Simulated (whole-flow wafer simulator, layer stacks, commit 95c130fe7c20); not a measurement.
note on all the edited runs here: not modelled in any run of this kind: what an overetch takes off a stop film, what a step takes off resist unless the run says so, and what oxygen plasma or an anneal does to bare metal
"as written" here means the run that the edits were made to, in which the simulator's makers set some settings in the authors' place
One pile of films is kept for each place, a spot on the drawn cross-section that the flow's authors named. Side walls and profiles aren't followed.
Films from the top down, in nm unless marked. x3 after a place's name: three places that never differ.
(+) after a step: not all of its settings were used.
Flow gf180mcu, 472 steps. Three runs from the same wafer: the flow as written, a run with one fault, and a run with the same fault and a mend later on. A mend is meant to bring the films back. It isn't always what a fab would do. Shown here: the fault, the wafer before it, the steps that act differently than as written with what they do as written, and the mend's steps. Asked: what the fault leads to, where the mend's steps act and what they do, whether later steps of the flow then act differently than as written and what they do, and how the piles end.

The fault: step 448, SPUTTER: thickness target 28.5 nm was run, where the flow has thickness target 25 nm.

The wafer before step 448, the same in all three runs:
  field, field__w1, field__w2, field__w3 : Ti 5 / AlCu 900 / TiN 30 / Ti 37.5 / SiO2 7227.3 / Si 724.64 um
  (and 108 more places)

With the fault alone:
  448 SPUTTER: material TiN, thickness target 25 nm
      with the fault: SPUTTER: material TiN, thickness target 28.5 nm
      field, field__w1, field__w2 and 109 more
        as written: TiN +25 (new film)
        with the fault: TiN +28.5 (new film)
  Later steps of the flow that act differently than as written (4 more steps differ only slightly, by at most 2% or 0.5 nm, whichever is larger, and aren't shown):
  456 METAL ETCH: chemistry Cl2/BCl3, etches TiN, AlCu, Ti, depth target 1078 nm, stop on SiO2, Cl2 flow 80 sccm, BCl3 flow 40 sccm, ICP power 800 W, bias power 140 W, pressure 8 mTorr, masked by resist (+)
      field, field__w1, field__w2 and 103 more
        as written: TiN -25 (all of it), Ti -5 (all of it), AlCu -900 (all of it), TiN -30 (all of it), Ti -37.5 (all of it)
        with the fault: TiN -28.5 (all of it), Ti -5 (all of it), AlCu -900 (all of it), TiN -30 (all of it), Ti -37.5 (all of it)
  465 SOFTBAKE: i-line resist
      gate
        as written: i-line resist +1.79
        with the fault: i-line resist -0.34
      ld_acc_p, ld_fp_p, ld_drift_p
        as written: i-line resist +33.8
        with the fault: i-line resist +27
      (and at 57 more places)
  At the end the piles differ from the flow's by more than 2% or 0.5 nm, whichever is larger, at field__w8, contact, m1, m1__w1, pad, m1_nw.
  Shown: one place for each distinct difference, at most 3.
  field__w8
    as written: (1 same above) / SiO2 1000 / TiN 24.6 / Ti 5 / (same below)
    with the fault: (1 same above) / SiO2 1000 / TiN 28.1 / Ti 5 / (same below)
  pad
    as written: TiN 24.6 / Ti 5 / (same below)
    with the fault: TiN 28.1 / Ti 5 / (same below)

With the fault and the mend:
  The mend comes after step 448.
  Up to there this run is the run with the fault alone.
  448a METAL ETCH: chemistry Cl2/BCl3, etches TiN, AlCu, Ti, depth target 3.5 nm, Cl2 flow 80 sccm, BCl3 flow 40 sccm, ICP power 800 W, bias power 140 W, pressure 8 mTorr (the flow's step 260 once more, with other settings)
      field, field__w1, field__w2 and 109 more
        TiN -3.5
  No later step of the flow acts differently than as written at any place that is followed.
  At the end the piles are the same as the flow's at every place that both follow.
